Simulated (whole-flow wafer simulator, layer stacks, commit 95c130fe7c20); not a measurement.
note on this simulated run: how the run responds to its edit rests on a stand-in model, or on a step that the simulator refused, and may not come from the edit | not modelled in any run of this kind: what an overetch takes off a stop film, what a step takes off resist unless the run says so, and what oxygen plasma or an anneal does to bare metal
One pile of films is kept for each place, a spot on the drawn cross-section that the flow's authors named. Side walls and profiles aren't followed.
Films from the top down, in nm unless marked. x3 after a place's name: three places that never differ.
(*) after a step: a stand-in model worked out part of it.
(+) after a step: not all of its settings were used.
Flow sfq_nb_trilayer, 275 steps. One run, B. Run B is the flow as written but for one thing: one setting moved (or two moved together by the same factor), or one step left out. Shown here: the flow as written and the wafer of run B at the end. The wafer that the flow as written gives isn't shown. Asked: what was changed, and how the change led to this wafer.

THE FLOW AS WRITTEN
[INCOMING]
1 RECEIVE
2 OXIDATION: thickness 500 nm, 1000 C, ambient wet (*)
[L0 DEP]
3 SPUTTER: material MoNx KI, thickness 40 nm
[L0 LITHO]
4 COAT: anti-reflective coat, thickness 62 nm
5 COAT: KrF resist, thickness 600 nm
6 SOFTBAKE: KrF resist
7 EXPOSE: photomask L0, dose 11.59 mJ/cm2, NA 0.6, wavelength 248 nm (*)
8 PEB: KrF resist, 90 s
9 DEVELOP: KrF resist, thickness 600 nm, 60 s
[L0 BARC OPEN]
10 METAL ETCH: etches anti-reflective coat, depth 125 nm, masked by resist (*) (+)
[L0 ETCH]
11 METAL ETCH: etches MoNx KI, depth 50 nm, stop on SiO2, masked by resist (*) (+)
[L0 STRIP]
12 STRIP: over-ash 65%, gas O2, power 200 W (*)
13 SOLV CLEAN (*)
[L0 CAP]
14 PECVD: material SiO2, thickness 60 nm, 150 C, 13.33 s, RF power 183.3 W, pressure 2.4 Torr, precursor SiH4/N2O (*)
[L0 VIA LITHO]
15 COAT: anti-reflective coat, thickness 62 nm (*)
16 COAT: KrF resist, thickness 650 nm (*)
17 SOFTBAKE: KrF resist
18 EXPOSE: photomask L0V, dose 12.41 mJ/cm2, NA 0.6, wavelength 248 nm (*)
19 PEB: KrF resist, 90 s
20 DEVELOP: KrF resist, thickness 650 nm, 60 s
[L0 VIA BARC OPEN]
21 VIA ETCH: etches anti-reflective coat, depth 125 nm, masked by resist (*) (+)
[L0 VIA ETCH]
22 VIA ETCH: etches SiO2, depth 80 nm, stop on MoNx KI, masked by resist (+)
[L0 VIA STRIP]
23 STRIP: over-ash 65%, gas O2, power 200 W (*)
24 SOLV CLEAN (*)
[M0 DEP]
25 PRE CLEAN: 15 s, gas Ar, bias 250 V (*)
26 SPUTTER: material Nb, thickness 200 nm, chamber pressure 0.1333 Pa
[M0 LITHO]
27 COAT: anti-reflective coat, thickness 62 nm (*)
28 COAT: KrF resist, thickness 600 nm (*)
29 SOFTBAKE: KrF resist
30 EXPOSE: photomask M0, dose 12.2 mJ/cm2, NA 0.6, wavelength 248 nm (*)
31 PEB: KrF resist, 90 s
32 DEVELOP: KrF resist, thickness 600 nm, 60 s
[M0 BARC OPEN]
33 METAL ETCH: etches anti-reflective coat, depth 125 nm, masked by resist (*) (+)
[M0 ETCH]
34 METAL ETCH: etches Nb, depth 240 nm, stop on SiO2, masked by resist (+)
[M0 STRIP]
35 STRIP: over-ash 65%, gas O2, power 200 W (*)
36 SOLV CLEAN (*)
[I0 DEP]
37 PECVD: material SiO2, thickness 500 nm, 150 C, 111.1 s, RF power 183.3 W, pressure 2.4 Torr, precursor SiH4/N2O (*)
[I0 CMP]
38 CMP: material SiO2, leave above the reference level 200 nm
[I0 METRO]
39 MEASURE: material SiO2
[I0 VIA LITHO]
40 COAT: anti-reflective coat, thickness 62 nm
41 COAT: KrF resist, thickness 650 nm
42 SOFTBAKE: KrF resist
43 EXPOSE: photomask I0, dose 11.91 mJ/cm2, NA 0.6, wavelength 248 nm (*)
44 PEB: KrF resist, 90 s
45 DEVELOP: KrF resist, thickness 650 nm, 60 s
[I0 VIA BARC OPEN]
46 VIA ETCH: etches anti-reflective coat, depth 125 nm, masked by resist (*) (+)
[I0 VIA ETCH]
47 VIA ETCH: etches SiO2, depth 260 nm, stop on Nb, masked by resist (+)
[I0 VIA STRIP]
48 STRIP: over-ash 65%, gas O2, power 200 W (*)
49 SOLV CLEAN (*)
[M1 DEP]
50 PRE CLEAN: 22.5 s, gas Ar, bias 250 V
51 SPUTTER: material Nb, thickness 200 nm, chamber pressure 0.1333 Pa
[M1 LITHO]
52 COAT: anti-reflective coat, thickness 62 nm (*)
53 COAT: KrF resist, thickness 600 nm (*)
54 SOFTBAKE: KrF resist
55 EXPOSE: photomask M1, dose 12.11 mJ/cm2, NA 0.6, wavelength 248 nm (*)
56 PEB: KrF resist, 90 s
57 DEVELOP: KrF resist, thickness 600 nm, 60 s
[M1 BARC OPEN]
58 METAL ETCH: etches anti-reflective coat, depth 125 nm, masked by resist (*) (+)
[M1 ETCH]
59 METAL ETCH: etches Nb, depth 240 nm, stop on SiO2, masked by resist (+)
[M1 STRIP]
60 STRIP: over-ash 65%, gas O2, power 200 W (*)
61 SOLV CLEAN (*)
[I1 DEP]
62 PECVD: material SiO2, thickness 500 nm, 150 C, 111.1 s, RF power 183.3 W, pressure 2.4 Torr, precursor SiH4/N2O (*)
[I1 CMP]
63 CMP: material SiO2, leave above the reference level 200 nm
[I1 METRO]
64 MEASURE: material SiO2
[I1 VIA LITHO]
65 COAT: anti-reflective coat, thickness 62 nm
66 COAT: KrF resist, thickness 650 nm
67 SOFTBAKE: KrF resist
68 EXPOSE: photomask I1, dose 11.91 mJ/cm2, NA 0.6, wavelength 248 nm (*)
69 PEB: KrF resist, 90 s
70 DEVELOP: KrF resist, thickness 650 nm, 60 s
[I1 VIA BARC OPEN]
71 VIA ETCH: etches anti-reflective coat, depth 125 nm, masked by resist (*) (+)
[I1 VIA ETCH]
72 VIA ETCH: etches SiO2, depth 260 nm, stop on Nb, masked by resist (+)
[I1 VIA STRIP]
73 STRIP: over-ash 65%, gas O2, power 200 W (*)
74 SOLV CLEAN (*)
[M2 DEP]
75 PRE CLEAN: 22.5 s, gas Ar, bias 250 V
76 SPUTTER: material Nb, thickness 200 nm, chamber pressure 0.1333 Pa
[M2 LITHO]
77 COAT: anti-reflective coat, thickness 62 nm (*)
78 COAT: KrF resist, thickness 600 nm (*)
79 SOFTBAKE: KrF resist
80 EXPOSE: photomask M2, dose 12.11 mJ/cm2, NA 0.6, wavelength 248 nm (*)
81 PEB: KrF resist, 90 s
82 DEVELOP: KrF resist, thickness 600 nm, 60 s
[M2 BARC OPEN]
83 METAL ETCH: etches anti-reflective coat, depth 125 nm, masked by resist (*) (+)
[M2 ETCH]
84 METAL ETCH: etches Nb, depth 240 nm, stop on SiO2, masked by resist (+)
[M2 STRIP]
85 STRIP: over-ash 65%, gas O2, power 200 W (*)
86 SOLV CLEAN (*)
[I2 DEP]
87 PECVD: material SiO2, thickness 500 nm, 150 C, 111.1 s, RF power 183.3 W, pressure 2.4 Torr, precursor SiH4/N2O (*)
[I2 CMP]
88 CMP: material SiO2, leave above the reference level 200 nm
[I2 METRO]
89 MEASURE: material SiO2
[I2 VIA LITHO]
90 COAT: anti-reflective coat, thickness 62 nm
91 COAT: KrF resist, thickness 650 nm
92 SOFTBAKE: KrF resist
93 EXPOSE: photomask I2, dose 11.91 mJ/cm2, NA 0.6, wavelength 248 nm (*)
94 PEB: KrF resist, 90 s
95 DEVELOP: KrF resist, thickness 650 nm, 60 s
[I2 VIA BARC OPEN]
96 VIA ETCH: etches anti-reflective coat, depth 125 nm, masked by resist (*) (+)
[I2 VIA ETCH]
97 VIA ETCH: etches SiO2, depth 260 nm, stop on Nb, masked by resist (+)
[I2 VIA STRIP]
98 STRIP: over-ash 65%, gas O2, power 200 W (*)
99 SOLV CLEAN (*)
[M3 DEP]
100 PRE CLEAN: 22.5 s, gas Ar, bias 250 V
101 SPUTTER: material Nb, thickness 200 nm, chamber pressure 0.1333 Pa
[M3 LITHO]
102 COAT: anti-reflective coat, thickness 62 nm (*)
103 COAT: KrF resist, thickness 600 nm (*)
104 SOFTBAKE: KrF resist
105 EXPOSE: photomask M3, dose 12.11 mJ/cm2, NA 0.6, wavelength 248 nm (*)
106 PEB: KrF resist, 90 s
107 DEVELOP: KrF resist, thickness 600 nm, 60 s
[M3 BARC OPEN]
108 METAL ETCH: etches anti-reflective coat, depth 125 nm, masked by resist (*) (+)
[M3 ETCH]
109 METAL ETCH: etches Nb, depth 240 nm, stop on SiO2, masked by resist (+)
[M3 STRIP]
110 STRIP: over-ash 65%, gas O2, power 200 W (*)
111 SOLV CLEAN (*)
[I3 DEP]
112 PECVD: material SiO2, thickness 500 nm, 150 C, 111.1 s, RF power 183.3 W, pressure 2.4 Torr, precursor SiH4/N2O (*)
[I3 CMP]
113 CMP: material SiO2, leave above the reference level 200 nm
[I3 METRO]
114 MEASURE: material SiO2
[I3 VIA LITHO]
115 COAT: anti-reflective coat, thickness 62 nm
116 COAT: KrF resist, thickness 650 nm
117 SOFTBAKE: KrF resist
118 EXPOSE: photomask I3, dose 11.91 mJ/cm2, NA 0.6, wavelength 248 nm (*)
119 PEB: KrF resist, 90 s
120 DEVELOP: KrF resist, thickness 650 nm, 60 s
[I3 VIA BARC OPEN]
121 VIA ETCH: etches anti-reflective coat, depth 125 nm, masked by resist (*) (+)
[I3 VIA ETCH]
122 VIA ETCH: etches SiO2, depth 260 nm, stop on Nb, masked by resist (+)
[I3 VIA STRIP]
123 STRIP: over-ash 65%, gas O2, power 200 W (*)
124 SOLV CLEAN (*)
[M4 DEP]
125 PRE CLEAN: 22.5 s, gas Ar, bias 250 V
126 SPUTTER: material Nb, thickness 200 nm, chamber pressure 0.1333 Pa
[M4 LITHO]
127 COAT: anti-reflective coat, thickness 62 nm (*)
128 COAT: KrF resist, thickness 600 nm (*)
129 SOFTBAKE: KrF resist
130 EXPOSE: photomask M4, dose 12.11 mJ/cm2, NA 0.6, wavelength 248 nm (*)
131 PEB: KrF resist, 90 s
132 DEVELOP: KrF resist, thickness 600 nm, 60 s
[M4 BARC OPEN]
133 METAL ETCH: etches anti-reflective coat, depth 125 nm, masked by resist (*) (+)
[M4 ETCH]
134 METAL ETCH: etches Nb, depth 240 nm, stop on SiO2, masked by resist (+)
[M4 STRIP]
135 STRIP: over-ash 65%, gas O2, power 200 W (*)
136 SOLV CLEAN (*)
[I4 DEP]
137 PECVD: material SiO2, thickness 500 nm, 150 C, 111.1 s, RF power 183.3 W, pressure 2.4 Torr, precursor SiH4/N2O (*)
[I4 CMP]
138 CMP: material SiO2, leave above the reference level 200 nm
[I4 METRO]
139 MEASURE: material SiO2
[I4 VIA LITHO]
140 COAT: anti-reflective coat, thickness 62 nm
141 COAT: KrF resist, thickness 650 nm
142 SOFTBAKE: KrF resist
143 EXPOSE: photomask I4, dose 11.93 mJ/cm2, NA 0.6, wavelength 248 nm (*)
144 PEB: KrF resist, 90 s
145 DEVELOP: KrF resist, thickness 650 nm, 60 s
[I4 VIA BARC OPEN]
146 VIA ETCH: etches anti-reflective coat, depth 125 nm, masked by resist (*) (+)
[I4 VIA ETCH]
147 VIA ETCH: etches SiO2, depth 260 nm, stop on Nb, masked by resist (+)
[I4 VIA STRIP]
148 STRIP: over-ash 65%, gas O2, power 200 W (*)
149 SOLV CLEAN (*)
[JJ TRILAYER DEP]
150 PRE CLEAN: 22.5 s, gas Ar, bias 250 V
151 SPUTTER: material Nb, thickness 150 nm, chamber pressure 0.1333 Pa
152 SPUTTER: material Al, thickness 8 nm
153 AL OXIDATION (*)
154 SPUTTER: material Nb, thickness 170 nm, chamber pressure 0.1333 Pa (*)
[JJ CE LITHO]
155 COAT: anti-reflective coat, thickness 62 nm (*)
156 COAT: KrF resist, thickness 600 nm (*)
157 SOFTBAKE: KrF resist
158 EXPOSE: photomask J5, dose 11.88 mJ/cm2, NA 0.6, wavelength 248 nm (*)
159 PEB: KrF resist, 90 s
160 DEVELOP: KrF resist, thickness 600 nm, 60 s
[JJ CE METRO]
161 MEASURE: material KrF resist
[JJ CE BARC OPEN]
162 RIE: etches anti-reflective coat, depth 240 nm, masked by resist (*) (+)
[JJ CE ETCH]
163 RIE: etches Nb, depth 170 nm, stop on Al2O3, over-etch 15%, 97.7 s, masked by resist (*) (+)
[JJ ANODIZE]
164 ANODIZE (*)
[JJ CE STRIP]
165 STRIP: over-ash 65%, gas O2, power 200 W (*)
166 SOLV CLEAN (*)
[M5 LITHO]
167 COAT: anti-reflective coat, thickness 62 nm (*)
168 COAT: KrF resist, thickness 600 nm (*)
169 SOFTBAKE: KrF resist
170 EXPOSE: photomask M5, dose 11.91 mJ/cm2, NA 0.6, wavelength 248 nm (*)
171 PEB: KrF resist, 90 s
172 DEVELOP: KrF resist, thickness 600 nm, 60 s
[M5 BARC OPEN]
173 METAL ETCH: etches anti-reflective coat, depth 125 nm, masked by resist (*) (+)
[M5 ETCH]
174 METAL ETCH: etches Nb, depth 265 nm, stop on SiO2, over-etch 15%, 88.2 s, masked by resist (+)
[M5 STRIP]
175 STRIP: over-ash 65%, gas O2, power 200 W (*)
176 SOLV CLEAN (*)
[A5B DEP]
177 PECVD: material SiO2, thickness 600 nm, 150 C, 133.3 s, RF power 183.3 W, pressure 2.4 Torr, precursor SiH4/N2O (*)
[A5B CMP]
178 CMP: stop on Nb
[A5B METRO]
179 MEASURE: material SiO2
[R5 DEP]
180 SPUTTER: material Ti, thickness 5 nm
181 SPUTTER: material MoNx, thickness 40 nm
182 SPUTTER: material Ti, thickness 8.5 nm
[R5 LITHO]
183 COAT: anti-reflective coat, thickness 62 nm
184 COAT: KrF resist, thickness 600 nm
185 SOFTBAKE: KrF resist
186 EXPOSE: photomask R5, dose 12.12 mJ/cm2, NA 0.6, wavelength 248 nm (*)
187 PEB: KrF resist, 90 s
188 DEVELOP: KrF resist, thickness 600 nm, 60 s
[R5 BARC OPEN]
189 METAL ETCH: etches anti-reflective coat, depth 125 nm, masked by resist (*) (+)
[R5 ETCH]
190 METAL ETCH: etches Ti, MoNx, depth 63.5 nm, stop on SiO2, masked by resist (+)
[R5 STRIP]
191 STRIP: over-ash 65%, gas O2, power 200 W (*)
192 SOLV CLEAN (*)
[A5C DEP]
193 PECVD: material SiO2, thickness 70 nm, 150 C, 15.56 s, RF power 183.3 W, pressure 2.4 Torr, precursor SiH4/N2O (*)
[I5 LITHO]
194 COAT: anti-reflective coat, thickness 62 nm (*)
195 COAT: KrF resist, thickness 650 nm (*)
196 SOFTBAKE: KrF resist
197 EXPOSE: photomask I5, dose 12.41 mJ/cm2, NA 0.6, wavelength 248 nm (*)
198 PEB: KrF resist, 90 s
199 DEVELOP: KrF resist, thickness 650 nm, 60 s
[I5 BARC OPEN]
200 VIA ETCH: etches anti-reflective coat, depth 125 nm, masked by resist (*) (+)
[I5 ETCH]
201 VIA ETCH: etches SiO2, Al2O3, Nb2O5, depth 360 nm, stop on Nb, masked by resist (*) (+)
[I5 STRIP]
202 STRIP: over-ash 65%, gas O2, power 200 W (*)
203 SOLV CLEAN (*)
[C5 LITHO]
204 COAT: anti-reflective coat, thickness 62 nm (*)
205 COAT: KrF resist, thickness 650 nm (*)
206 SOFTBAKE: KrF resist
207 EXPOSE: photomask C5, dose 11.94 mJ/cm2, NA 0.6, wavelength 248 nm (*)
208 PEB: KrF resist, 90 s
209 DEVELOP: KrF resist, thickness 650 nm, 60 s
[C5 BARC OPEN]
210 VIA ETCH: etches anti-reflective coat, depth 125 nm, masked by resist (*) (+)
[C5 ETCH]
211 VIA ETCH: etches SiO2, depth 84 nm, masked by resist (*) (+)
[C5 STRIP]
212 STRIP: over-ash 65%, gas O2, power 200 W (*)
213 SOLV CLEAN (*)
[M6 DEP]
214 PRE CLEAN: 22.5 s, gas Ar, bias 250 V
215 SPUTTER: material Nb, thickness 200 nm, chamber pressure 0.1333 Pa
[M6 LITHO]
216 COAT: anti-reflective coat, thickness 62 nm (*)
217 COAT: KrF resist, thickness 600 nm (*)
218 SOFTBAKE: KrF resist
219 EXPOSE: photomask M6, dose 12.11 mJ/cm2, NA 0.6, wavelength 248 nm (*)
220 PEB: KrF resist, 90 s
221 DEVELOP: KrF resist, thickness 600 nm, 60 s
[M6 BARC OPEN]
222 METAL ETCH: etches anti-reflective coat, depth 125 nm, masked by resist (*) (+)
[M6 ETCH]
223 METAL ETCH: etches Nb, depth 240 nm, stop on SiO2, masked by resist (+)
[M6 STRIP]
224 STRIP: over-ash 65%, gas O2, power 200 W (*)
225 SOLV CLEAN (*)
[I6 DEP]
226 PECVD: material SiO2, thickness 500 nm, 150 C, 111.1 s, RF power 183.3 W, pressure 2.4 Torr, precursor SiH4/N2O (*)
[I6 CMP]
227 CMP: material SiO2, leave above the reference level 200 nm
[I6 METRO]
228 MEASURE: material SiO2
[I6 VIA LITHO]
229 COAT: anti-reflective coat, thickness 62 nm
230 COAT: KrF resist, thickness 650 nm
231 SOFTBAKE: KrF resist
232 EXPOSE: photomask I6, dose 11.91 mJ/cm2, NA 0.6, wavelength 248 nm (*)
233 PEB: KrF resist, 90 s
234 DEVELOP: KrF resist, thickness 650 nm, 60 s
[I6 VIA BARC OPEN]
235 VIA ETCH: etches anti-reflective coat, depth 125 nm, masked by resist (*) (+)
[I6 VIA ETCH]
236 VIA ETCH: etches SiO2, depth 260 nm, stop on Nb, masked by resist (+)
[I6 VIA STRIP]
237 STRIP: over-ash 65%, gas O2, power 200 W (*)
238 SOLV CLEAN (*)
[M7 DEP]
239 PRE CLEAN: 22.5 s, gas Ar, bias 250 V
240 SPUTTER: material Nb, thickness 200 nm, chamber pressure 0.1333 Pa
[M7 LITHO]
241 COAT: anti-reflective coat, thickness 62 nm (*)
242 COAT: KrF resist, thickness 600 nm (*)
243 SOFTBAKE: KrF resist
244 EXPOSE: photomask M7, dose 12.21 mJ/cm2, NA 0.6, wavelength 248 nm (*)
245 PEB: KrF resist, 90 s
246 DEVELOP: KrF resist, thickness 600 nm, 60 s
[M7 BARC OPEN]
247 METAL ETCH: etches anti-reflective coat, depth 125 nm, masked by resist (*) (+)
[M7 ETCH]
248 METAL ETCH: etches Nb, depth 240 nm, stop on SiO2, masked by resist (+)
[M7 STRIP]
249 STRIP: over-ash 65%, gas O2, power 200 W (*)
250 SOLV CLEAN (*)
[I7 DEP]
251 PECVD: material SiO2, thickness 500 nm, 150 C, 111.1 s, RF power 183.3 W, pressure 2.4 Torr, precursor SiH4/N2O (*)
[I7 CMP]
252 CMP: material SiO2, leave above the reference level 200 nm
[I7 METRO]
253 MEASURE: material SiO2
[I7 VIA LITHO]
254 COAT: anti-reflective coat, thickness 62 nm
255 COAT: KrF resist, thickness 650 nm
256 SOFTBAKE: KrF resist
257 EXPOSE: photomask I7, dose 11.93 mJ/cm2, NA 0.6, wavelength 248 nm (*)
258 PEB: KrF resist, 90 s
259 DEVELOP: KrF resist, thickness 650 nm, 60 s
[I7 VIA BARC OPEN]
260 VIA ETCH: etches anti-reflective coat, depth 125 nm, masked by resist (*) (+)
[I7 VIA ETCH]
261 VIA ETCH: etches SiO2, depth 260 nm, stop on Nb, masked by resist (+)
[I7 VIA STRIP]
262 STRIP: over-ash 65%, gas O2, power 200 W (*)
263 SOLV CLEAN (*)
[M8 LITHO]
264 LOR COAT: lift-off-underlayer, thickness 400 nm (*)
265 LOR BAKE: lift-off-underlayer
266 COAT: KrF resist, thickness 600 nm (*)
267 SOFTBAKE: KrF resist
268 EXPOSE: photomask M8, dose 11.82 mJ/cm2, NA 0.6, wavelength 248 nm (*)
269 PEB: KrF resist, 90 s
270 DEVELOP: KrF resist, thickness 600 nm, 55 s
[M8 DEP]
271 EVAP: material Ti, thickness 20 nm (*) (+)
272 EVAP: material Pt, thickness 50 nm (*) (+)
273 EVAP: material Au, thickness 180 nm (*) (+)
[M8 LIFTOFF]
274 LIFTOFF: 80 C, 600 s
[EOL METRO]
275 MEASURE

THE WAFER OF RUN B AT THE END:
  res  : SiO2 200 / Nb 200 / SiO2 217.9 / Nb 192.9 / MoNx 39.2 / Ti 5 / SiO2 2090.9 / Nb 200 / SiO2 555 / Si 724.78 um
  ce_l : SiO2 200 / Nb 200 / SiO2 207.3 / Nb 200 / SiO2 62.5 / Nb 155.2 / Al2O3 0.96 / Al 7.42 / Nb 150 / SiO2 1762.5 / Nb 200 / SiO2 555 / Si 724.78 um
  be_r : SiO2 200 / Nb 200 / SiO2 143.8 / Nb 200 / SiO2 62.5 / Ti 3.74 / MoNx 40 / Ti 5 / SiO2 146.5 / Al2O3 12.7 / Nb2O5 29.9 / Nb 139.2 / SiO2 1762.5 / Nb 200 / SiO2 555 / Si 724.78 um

The cause: step 182, SPUTTER: thickness 3.74 nm was run, where the flow has thickness 8.5 nm.
It can be read off the wafer: be_r has Ti 3.74, and step 182 as written asks for 8.5 nm.

How the change led to this, step by step:
  182 SPUTTER: material Ti, thickness 8.5 nm
      field_l, v_sur, via_wl and 103 more: Ti +3.74 (new film) (as written it would be: Ti +8.5 (new film))
  190 METAL ETCH: etches Ti, MoNx, depth 63.5 nm, stop on SiO2, masked by resist (+)
      field_l, v_sur, via_wl and 92 more: Ti -3.74 (all of it), MoNx -40 (all of it), Ti -5 (all of it) (as written it would be: Ti -8.5 (all of it), MoNx -40 (all of it), Ti -5 (all of it))
      ce_l, c5j, ce_r, wl_jj: Ti -3.74 (all of it), MoNx -40 (all of it), Ti -5 (all of it), Nb -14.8 (as written it would be: Ti -8.5 (all of it), MoNx -40 (all of it), Ti -5 (all of it), Nb -10)
  194 COAT: anti-reflective coat, thickness 62 nm (*)
      r5r_spacepad_l, r5r_spacepad_r: anti-reflective coat +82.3 (new film) (as written it would be: anti-reflective coat +84.4 (new film))
      ce_l: anti-reflective coat +69.3 (new film) (as written it would be: anti-reflective coat +67.2 (new film))
      (and at 4 more places)
  202 STRIP: over-ash 65%, gas O2, power 200 W (*)
      r5r_spacepad_l, r5r_spacepad_r: KrF resist -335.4 (all of it), anti-reflective coat -82.3 (all of it) (as written it would be: KrF resist -335.6 (all of it), anti-reflective coat -84.4 (all of it))
      ce_l: KrF resist -342.8 (all of it), anti-reflective coat -69.3 (all of it) (as written it would be: KrF resist -341.5 (all of it), anti-reflective coat -67.2 (all of it))
      (and at 4 more places)
  204 COAT: anti-reflective coat, thickness 62 nm (*)
      r5r_spacepad_l, r5r_spacepad_r: anti-reflective coat +82.3 (new film) (as written it would be: anti-reflective coat +84.4 (new film))
      ce_l: anti-reflective coat +68.1 (new film) (as written it would be: anti-reflective coat +66 (new film))
      (and at 3 more places)
  212 STRIP: over-ash 65%, gas O2, power 200 W (*)
      r5r_spacepad_l, r5r_spacepad_r: KrF resist -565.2 (all of it), anti-reflective coat -82.3 (all of it) (as written it would be: KrF resist -565.8 (all of it), anti-reflective coat -84.4 (all of it))
      ce_l: KrF resist -568.3 (all of it), anti-reflective coat -68.1 (all of it) (as written it would be: KrF resist -567.4 (all of it), anti-reflective coat -66 (all of it))
      (and at 3 more places)
  214 PRE CLEAN: 22.5 s, gas Ar, bias 250 V
      res: Ti -3.74 (all of it), MoNx -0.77 (as written it would be: Ti -4.53)
  216 COAT: anti-reflective coat, thickness 62 nm (*)
      r5r_spacepad_l, r5r_spacepad_r: anti-reflective coat +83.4 (new film) (as written it would be: anti-reflective coat +85.7 (new film))
      ce_l: anti-reflective coat +49.5 (new film) (as written it would be: anti-reflective coat +48 (new film))
      (and at 3 more places)
  222 METAL ETCH: etches anti-reflective coat, depth 125 nm, masked by resist (*) (+)
      r5r_spacepad_l, r5r_spacepad_r: anti-reflective coat -83.4 (all of it) (as written it would be: anti-reflective coat -85.7 (all of it))
  224 STRIP: over-ash 65%, gas O2, power 200 W (*)
      ce_l: KrF resist -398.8 (all of it), anti-reflective coat -49.5 (all of it) (as written it would be: KrF resist -397.1 (all of it), anti-reflective coat -48 (all of it))
      ce_r: KrF resist -404.7 (all of it), anti-reflective coat -50.3 (all of it) (as written it would be: KrF resist -403.5 (all of it), anti-reflective coat -48.8 (all of it))
      (and at 2 more places)
  227 CMP: material SiO2, leave above the reference level 200 nm
      r5r_line_l, r5r_line_c, r5r_line_r: SiO2 -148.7 (as written it would be: SiO2 -153.5)
      r5r_spacepad_l, r5r_spacepad_r: SiO2 -146.2 (as written it would be: SiO2 -153.5)
      (and at 1 more place)
